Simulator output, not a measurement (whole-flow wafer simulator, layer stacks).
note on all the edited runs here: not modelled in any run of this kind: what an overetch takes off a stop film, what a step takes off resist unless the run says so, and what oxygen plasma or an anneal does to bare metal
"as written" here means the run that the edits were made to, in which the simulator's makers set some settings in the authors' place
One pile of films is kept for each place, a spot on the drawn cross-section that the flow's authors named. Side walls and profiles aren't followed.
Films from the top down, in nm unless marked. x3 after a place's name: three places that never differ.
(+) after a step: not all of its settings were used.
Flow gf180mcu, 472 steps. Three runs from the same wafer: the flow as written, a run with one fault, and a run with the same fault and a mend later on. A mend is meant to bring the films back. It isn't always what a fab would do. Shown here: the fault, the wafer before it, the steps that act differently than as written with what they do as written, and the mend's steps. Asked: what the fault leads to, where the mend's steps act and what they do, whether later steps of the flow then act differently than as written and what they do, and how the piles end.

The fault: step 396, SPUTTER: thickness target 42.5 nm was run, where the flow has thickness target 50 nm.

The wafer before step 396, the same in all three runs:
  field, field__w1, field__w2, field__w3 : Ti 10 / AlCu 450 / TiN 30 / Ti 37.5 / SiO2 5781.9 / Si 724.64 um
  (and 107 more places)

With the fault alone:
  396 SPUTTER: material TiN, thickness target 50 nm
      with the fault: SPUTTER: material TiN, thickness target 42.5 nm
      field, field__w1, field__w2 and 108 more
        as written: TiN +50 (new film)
        with the fault: TiN +42.5 (new film)
  Later steps of the flow that act differently than as written (1 more step differs only slightly, by at most 2% or 0.5 nm, whichever is larger, and isn't shown):
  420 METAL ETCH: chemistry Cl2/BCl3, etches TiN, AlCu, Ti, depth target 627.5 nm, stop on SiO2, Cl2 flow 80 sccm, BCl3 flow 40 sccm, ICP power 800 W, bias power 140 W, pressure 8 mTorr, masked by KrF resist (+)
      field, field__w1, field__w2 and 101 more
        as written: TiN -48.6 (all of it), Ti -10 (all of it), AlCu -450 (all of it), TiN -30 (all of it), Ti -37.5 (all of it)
        with the fault: TiN -41.1 (all of it), Ti -10 (all of it), AlCu -450 (all of it), TiN -30 (all of it), Ti -37.5 (all of it)
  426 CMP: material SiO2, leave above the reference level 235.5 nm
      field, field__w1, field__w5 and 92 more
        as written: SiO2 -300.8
        with the fault: SiO2 -308.3
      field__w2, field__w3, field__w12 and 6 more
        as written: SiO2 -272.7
        with the fault: SiO2 -280.5
  At the end the piles differ from the flow's by more than 2% or 0.5 nm, whichever is larger, at field__w4, field__w8, contact, m1, m1__w1, mim, mim_1p0, m1_nw.
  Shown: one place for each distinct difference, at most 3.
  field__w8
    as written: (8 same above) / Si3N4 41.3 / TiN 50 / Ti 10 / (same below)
    with the fault: (8 same above) / Si3N4 41.3 / TiN 42.5 / Ti 10 / (same below)
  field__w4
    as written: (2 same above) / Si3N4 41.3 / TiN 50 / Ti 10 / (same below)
    with the fault: (2 same above) / Si3N4 41.3 / TiN 42.5 / Ti 10 / (same below)
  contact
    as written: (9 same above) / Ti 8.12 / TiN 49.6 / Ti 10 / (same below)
    with the fault: (9 same above) / Ti 8.12 / TiN 42.1 / Ti 10 / (same below)

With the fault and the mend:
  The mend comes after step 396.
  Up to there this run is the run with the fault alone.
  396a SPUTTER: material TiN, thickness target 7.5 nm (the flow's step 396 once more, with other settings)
      field, field__w1, field__w2 and 108 more
        TiN +7.5
  No later step of the flow acts differently than as written at any place that is followed.
  At the end the piles are the same as the flow's at every place that both follow.
